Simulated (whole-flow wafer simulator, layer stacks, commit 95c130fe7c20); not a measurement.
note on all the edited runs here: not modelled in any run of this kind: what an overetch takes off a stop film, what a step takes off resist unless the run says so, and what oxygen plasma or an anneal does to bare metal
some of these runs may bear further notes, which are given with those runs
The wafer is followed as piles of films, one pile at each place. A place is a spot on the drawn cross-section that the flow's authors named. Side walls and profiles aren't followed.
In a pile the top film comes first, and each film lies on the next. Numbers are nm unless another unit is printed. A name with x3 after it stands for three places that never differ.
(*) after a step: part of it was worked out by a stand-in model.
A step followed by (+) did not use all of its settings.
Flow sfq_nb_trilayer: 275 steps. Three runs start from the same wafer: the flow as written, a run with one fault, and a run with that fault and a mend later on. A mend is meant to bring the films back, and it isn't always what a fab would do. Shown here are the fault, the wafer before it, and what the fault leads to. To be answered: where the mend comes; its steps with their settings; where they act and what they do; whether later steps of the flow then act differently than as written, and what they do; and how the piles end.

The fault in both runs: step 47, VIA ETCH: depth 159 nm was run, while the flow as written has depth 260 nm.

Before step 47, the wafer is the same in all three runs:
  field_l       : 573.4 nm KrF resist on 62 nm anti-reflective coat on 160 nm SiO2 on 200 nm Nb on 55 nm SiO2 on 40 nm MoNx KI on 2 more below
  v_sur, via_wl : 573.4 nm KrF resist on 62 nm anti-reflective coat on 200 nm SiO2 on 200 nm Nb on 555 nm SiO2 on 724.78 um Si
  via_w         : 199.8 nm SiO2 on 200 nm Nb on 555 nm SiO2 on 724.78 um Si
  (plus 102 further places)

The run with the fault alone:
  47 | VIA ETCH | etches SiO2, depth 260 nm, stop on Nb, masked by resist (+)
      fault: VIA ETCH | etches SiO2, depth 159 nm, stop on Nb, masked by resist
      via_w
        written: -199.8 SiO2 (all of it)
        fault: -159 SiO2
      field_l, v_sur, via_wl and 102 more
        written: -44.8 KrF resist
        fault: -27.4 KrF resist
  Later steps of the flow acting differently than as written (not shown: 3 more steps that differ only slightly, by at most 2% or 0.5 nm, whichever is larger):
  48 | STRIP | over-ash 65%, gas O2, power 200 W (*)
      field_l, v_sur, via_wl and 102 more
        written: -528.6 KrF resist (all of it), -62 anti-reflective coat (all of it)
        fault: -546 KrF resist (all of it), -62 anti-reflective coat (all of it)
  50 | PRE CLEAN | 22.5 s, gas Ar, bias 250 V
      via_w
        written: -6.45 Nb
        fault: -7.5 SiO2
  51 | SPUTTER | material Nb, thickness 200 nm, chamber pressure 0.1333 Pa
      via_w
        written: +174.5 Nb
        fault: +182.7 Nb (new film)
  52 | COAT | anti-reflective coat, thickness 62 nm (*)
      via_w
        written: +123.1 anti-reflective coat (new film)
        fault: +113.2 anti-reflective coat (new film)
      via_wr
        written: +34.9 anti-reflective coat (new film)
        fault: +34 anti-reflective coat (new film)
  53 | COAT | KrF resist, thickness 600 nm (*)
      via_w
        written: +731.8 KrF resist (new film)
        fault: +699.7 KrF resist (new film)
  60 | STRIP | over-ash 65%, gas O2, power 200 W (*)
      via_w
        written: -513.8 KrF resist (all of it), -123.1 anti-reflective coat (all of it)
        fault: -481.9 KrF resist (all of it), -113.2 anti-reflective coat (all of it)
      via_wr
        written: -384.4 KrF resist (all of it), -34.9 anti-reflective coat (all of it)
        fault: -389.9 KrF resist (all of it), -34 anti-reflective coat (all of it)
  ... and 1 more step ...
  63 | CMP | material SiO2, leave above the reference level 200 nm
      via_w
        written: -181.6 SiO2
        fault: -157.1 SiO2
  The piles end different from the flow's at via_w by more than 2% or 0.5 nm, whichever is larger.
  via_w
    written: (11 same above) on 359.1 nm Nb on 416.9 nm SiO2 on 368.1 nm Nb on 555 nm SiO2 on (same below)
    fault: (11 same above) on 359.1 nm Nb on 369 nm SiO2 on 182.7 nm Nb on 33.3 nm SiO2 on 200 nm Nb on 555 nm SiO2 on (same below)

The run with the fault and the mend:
  The mend stands after step 48.
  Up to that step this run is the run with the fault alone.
  48a | COAT | anti-reflective coat, thickness 62 nm (*) (the flow's step 40, run once more)
      p4_fl x3, p4_w1 x9, p4_g1 x2 and 63 more
        +62 anti-reflective coat (new film)
      c5j, ce_r, sp_r and 11 more
        +61.8 anti-reflective coat (new film)
      be_sur, gap, jj_sur, ce_l
        +61.7 anti-reflective coat (new film)
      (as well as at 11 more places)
  48b | COAT | KrF resist, thickness 650 nm (*) (the flow's step 41, run once more)
      p4_fl x3, p4_w1 x9, p4_g1 x2 and 63 more
        +650 KrF resist (new film)
      moat, field_r, lsp_l, ln_m5, lsp_m, ln_m6, lsp_r, l0_sur
        +649.6 KrF resist (new film)
      r_sur, res, r_end, l0v
        +649.5 KrF resist (new film)
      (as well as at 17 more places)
  48c | SOFTBAKE | KrF resist (the flow's step 42, run once more)
      leaves every film unchanged at each place that is followed
  48d | EXPOSE | photomask I0, dose 11.91 mJ/cm2, NA 0.6, wavelength 248 nm (*) (the flow's step 43, run once more)
      leaves every film unchanged at each place that is followed
  48e | PEB | KrF resist, 90 s (the flow's step 44, run once more)
      gap, jj_sur, ce_l and 93 more
        -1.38 KrF resist
      via_v, wire, be, be_sur
        -1.37 KrF resist
      field_l, via_sp
        -1.36 KrF resist
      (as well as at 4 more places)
  48f | DEVELOP | KrF resist, thickness 650 nm, 60 s (the flow's step 45, run once more)
      field_l, v_sur, via_wl and 102 more
        -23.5 KrF resist
      via_w
        -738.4 KrF resist (all of it)
  48g | VIA ETCH | etches anti-reflective coat, depth 125 nm, masked by resist (+) (the flow's step 46, run once more)
      field_l, v_sur, via_wl and 102 more
        -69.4 KrF resist
      via_w
        -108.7 anti-reflective coat (all of it)
  48h | VIA ETCH | etches SiO2, depth 101 nm, stop on Nb, masked by resist (+) (the flow's step 47, run once more with other settings)
      field_l, v_sur, via_wl and 102 more
        -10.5 KrF resist
      via_w
        -40.8 SiO2 (all of it)
  48i | STRIP | over-ash 65%, gas O2, power 200 W (*) (the flow's step 48, run once more)
      p4_fl x3, p4_w1 x9, p4_g1 x2 and 63 more
        -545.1 KrF resist (all of it), -62 anti-reflective coat (all of it)
      moat, field_r, lsp_l, ln_m5, lsp_m, ln_m6, lsp_r
        -544.7 KrF resist (all of it), -61.8 anti-reflective coat (all of it)
      be_r, r_sur, res, r_end
        -544.6 KrF resist (all of it), -61.8 anti-reflective coat (all of it)
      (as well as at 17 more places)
  None of the later steps of the flow differs from how it acts as written, at any place that is followed, by more than 2% or 0.5 nm, whichever is larger.
  When the end is reached, the piles differ only a little from the flow's at the places that both follow, at most by 2% or 0.5 nm, whichever is larger.
